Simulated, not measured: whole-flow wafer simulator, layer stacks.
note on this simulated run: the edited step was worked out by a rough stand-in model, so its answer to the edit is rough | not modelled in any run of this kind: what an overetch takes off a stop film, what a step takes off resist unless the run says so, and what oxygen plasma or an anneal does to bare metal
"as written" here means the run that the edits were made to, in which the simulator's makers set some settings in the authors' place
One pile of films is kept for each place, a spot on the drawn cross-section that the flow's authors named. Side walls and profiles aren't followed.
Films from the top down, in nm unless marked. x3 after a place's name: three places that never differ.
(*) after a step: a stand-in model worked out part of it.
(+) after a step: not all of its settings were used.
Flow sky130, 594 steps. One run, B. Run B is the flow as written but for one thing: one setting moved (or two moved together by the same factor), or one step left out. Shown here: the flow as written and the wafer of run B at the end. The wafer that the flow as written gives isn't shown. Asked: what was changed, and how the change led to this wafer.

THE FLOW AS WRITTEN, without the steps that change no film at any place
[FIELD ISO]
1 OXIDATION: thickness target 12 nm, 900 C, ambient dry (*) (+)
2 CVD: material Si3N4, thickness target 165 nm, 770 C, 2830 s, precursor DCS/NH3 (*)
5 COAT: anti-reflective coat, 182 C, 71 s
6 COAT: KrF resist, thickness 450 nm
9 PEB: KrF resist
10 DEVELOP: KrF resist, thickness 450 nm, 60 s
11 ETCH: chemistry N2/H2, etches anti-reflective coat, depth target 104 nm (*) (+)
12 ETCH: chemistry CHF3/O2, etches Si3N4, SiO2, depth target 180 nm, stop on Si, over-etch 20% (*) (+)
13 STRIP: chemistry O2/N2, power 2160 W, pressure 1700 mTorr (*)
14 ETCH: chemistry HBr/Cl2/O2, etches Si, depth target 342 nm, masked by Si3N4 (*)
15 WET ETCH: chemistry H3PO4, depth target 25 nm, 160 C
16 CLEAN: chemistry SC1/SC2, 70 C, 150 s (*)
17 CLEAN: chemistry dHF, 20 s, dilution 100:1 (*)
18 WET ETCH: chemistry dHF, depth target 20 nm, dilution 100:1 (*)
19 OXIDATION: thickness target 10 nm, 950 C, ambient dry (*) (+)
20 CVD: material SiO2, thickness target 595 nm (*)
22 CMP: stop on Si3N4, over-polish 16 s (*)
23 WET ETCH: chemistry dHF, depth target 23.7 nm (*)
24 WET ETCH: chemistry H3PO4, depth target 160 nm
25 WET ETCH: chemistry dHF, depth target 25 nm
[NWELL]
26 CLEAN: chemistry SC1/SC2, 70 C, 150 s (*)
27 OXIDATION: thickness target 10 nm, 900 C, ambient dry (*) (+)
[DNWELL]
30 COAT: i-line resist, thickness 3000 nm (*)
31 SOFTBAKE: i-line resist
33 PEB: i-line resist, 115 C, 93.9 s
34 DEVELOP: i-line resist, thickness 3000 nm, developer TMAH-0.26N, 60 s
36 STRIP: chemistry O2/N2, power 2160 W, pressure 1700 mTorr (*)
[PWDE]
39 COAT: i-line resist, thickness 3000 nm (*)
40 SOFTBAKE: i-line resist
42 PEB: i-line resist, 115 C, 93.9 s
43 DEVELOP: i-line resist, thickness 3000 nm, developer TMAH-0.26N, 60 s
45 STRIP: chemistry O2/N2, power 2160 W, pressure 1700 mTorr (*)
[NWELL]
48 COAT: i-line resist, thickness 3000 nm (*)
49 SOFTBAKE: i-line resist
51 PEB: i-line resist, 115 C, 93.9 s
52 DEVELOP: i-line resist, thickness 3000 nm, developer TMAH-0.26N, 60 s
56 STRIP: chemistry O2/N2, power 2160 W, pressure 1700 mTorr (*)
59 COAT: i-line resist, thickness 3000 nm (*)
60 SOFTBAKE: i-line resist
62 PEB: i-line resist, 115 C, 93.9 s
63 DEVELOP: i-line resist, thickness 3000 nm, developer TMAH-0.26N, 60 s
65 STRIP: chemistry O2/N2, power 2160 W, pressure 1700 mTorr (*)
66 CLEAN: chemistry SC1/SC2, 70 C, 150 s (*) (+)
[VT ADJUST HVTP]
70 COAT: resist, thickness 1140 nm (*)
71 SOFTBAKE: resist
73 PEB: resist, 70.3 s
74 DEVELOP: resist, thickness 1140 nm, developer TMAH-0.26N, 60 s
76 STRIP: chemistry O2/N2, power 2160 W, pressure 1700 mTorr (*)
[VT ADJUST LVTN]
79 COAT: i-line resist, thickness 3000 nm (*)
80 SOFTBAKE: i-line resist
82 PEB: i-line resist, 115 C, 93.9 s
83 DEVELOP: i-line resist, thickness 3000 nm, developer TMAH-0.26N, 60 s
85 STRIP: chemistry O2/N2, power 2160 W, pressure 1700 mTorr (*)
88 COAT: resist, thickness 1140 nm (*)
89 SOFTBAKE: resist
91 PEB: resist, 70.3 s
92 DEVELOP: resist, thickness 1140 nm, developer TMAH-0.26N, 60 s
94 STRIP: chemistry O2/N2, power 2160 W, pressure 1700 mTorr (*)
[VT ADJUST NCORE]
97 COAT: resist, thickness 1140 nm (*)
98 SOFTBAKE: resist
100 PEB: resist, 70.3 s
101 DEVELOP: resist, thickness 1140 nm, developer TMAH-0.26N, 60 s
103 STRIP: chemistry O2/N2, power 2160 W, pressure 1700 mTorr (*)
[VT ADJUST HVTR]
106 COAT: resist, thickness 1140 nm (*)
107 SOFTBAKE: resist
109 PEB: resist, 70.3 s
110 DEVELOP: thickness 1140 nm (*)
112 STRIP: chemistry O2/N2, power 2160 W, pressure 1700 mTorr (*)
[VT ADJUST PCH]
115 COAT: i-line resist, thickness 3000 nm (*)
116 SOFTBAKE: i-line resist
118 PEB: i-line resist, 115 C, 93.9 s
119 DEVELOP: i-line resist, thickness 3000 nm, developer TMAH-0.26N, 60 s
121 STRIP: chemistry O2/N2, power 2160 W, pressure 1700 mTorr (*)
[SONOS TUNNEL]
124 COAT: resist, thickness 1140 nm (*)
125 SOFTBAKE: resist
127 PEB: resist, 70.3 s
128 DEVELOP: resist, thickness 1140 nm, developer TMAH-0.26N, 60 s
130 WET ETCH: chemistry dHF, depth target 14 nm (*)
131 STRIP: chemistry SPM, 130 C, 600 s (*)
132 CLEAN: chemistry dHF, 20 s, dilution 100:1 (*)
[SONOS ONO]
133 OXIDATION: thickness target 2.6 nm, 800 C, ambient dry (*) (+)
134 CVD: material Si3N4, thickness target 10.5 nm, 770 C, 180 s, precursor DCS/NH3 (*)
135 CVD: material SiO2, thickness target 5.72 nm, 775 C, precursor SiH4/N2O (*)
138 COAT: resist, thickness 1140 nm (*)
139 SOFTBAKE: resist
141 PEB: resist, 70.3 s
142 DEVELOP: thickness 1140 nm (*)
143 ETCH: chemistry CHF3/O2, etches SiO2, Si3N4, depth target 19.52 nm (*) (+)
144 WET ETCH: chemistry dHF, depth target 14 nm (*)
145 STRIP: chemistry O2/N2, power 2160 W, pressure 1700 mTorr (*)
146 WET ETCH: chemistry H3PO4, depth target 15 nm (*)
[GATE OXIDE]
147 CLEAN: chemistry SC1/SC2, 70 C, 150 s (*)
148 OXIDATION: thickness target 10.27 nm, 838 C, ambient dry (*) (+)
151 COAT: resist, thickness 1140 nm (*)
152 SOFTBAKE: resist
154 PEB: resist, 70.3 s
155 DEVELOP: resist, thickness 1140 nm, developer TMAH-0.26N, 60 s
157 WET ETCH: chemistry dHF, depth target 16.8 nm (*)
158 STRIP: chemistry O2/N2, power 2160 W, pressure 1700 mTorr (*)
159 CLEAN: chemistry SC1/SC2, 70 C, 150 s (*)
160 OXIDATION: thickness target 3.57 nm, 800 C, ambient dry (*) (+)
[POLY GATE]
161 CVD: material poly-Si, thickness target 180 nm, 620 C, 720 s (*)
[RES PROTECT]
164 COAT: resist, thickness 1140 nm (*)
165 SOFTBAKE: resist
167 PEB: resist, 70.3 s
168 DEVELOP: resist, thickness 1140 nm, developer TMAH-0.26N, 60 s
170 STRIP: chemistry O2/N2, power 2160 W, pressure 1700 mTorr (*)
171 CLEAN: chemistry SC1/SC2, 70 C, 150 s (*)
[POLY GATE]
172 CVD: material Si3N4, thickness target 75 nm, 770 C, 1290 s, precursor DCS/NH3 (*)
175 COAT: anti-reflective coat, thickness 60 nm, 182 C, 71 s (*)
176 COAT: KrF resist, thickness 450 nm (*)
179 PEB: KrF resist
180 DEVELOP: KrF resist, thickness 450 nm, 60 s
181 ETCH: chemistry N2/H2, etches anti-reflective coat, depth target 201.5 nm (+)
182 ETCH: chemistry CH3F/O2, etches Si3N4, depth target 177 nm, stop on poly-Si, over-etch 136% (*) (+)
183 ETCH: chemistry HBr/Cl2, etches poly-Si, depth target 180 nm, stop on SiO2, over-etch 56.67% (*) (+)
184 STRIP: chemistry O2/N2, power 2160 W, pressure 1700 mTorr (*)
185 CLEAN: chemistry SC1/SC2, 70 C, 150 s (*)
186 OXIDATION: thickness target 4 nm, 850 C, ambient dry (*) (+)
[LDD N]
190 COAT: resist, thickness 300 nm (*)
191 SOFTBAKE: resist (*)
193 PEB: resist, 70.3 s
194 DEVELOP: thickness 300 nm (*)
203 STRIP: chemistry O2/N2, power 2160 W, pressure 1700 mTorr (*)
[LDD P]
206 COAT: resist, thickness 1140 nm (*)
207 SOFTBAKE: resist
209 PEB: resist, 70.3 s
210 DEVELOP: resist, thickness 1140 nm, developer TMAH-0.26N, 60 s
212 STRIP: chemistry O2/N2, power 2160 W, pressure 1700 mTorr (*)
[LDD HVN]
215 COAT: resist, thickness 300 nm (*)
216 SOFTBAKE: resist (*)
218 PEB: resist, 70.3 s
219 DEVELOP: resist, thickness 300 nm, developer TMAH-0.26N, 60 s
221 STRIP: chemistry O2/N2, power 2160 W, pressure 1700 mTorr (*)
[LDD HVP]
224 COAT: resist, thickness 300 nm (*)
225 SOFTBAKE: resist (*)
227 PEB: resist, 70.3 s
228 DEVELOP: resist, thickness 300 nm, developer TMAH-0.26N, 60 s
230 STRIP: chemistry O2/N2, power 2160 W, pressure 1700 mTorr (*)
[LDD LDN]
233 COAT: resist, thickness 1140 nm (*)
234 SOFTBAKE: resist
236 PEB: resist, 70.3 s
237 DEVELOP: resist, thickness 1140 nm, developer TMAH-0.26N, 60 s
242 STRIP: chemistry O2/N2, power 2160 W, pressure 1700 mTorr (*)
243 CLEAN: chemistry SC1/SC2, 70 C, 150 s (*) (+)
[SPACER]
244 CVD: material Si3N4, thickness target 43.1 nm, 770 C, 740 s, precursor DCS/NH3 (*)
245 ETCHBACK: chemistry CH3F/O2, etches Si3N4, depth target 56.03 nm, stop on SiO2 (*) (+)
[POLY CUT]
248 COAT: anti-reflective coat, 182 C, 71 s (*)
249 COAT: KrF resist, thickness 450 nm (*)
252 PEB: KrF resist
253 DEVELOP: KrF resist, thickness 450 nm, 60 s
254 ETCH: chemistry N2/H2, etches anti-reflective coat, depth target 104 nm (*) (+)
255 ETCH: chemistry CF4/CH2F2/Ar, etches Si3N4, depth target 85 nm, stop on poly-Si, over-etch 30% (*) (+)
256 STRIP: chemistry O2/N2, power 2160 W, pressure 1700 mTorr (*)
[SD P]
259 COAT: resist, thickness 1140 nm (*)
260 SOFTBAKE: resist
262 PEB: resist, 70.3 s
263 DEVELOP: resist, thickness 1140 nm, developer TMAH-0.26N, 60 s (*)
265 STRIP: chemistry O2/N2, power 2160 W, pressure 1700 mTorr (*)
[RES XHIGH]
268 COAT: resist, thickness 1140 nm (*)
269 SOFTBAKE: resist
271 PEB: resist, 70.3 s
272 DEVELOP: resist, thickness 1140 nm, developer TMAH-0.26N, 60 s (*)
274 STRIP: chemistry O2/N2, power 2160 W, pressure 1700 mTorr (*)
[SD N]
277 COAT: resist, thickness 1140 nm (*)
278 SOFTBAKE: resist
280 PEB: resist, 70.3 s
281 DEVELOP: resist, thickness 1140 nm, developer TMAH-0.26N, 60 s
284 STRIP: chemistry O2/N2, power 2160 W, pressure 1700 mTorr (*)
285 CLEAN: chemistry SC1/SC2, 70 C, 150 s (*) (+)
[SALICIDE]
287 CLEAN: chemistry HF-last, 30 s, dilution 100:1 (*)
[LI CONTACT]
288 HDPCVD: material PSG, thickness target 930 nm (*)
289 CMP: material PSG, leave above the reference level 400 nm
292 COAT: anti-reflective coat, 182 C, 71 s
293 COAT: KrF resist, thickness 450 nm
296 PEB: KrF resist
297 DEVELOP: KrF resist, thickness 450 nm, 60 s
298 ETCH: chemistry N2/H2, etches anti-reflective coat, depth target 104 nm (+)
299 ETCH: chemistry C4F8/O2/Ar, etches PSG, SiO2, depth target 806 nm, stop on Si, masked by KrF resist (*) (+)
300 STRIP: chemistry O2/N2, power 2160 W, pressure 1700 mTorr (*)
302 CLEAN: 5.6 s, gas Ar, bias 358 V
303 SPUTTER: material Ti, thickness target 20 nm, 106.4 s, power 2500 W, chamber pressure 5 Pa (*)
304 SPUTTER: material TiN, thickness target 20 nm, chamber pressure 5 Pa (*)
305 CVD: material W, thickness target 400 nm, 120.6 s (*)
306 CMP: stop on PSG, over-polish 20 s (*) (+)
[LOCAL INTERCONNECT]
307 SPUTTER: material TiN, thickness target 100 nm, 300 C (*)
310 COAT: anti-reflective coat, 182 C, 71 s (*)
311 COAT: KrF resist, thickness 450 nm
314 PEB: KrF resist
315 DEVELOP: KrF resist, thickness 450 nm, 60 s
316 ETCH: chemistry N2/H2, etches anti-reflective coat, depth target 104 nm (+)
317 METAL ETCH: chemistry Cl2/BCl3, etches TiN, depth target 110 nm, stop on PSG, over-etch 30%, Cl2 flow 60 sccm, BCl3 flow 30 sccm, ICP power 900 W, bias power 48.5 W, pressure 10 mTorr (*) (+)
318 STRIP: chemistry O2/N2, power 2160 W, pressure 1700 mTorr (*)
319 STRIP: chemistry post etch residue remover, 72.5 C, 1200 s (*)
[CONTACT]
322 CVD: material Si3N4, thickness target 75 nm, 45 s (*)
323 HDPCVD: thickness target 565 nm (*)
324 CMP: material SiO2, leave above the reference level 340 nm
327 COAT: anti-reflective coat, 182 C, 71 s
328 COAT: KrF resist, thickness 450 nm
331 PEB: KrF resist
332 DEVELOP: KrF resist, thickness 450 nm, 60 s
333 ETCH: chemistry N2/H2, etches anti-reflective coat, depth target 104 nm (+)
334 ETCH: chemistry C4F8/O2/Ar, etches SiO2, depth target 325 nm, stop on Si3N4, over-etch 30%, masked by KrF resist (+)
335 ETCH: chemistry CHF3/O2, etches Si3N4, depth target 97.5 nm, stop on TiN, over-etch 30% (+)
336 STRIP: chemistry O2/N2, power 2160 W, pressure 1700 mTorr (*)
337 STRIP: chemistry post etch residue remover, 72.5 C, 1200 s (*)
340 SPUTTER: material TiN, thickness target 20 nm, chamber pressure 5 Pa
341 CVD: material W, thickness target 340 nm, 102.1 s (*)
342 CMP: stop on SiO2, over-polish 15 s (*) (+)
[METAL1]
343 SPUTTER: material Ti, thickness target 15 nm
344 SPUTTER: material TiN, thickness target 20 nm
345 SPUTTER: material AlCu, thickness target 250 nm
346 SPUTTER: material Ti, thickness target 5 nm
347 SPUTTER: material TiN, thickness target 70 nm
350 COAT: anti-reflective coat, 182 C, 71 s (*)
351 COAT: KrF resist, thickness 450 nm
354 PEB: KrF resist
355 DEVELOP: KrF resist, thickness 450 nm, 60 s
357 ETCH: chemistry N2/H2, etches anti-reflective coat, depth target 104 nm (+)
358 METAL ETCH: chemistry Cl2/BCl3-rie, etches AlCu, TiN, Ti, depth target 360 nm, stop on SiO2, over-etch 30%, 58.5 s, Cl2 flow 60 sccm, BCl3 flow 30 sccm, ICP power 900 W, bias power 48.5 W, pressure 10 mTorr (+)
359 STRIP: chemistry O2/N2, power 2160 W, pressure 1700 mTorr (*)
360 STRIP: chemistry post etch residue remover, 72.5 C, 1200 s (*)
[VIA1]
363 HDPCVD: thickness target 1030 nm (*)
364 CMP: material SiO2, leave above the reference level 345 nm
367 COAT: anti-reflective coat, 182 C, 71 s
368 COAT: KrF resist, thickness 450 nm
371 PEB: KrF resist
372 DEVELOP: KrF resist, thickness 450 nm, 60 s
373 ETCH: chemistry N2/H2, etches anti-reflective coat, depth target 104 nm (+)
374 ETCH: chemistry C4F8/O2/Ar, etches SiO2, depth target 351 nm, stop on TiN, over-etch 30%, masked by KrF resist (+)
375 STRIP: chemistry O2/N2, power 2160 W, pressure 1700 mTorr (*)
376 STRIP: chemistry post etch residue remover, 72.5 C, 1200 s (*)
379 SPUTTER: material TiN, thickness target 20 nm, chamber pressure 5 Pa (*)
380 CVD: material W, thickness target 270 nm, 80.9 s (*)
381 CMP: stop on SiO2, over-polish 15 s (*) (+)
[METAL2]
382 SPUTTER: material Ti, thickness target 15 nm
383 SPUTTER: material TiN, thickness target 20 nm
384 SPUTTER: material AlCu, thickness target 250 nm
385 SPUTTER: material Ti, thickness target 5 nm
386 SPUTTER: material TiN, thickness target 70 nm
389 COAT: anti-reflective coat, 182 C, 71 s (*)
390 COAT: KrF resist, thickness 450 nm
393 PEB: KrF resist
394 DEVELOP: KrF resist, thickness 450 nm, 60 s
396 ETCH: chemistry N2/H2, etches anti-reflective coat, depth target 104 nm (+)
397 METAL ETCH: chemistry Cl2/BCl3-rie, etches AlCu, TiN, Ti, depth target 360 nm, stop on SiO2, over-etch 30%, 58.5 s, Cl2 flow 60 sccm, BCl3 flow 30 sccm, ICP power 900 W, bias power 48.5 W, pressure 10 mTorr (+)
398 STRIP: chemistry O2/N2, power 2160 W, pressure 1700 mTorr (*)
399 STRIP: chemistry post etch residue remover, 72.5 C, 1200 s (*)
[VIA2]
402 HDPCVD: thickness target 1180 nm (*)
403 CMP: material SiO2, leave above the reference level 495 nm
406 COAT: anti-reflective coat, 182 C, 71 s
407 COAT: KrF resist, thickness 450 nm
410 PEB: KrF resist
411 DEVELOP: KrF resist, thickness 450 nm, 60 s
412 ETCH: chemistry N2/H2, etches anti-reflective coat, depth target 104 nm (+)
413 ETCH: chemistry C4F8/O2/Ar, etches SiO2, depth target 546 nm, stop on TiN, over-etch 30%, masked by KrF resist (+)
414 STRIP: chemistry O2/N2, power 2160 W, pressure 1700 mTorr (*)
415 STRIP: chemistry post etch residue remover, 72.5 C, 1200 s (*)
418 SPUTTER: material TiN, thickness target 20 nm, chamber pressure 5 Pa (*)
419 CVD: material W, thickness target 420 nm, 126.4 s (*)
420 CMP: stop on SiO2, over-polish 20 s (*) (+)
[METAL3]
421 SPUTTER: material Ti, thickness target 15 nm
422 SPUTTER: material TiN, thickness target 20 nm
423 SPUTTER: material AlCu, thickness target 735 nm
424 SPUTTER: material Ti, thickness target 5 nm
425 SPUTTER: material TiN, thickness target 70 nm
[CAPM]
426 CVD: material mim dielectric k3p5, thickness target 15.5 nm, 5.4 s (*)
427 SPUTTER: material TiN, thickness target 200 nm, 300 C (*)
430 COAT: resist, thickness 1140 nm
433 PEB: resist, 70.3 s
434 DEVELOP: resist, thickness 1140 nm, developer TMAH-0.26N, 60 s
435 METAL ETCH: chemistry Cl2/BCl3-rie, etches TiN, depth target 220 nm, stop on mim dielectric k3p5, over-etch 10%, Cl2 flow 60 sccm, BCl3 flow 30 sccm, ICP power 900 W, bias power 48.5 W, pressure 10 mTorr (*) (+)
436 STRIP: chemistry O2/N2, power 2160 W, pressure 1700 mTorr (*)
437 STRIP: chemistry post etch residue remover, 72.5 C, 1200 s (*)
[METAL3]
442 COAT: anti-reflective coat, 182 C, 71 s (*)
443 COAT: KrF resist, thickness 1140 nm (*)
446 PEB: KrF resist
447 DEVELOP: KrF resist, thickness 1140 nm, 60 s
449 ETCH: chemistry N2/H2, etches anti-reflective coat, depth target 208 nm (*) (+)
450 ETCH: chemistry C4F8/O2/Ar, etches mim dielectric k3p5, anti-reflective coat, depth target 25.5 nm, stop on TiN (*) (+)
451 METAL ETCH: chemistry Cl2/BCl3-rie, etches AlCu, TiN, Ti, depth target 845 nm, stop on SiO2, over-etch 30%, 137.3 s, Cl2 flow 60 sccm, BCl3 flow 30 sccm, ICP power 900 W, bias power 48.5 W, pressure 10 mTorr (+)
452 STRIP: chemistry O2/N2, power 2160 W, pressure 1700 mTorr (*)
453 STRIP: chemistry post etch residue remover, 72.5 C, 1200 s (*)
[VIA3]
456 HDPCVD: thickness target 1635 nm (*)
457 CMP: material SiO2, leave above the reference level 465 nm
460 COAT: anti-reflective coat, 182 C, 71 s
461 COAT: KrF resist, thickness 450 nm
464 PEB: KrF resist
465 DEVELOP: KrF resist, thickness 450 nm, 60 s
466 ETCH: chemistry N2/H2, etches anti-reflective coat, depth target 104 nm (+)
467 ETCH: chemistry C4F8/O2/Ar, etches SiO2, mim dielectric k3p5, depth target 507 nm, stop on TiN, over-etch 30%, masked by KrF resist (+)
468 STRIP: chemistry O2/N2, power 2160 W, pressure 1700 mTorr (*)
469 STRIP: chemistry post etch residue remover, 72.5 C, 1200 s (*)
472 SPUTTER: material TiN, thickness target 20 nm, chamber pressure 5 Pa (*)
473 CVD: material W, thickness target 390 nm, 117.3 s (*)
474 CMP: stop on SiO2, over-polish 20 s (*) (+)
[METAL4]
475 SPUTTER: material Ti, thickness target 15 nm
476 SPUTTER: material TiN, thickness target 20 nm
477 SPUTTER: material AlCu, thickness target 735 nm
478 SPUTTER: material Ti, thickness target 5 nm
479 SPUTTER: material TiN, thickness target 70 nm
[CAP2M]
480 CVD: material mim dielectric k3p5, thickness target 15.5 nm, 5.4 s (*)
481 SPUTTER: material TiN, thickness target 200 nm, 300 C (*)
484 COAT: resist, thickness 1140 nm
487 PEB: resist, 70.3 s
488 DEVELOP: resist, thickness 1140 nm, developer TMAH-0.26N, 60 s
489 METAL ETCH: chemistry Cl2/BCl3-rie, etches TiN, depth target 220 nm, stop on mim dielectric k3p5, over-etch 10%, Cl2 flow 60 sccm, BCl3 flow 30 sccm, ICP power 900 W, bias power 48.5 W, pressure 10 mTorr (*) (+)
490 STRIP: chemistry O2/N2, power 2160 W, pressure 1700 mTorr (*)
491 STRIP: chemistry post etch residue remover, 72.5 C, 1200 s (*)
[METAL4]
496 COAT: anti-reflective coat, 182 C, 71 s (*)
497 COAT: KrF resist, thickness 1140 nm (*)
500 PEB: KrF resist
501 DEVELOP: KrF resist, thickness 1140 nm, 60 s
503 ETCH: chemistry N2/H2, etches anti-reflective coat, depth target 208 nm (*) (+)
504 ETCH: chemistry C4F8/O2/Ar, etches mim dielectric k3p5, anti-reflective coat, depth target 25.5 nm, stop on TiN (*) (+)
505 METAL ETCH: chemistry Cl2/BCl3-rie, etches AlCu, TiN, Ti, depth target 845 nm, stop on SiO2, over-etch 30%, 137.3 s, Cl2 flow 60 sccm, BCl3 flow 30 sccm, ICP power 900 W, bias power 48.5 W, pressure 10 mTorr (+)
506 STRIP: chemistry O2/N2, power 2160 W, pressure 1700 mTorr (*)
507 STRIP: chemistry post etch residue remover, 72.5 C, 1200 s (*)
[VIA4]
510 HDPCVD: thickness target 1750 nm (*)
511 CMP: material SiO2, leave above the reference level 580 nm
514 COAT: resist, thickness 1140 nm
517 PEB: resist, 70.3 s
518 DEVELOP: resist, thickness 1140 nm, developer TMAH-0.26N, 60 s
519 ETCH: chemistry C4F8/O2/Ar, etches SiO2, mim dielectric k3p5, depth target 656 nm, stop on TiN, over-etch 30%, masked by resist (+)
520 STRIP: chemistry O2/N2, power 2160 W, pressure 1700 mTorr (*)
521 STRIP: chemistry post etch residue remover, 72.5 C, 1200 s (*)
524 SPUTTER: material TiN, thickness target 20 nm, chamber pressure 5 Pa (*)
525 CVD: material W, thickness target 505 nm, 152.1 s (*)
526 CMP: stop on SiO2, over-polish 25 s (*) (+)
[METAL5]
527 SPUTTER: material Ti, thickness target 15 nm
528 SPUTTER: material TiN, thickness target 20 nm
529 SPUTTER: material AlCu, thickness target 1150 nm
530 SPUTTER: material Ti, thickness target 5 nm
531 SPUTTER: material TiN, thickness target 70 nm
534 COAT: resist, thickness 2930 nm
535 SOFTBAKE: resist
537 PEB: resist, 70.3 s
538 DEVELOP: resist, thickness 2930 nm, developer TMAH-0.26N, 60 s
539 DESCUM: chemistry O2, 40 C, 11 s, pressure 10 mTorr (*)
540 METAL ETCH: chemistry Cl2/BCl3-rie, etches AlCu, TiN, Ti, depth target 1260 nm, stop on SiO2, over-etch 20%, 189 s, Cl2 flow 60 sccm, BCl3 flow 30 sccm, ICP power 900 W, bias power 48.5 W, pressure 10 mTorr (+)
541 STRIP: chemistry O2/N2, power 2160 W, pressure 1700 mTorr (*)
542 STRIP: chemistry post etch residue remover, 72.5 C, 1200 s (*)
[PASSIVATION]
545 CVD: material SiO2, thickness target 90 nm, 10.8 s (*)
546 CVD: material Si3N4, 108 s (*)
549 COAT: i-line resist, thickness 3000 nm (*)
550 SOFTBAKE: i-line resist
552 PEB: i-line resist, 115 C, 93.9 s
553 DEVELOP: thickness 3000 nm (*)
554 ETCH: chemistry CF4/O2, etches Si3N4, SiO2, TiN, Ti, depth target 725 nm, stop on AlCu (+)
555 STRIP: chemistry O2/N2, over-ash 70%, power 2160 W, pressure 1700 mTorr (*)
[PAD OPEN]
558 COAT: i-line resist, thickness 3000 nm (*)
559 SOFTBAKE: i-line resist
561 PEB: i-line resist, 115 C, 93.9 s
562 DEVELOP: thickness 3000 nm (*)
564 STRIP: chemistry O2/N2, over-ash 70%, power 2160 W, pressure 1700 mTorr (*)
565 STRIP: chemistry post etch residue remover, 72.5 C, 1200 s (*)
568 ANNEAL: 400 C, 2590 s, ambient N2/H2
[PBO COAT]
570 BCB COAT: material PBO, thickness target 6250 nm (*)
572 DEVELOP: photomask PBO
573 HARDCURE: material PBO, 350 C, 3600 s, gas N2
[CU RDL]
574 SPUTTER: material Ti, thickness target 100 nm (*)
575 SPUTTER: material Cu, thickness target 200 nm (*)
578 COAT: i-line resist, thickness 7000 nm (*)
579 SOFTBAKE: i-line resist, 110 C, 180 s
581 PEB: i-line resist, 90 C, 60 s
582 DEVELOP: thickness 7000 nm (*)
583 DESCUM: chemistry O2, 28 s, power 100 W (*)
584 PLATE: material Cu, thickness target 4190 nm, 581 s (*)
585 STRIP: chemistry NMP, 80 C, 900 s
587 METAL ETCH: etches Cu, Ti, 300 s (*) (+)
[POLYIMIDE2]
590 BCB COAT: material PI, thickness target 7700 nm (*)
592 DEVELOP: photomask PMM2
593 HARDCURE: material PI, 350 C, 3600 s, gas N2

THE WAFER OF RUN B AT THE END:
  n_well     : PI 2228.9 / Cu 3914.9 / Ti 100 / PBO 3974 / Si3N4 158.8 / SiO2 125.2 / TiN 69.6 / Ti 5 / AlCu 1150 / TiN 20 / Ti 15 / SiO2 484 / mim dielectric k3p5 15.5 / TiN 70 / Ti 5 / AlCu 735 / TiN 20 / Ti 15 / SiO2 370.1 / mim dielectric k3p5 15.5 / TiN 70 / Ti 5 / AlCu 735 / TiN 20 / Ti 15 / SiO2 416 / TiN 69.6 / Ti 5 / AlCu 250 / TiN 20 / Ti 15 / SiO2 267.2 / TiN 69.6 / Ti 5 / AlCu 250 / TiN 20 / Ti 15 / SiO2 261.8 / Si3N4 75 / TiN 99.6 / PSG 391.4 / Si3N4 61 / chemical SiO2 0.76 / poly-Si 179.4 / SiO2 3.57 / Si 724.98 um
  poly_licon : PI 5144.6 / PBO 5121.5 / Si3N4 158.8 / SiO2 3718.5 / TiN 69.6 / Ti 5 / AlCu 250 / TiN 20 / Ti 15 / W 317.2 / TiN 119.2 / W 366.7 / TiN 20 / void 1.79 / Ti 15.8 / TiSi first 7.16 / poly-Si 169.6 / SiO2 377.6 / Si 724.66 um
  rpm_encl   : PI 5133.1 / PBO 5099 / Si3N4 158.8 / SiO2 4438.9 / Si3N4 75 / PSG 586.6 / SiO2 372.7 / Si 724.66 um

The cause: step 575, SPUTTER: thickness target 115 nm was run, where the flow has thickness target 200 nm.

How the change led to this, step by step:
  575 SPUTTER: material Cu, thickness target 200 nm (*)
      field, active, n_well and 190 more: Cu +115 (new film) (as written it would be: Cu +200 (new film))
  587 METAL ETCH: etches Cu, Ti, 300 s (*) (+)
      field, active, gate and 167 more: Cu -115 (all of it), Ti -100 (all of it) (as written it would be: Cu -200 (all of it), Ti -100 (all of it))
  590 BCB COAT: material PI, thickness target 7700 nm (*)
      n_well, p_well, sd_n, sd_p: PI +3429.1 (new film) (as written it would be: PI +3344.1 (new film))
      mim: PI +3751.7 (new film) (as written it would be: PI +3670.5 (new film))
      (and at 10 more places)
  593 HARDCURE: material PI, 350 C, 3600 s, gas N2
      n_well, p_well, sd_n, sd_p: PI -1200.2 (as written it would be: PI -1170.4)
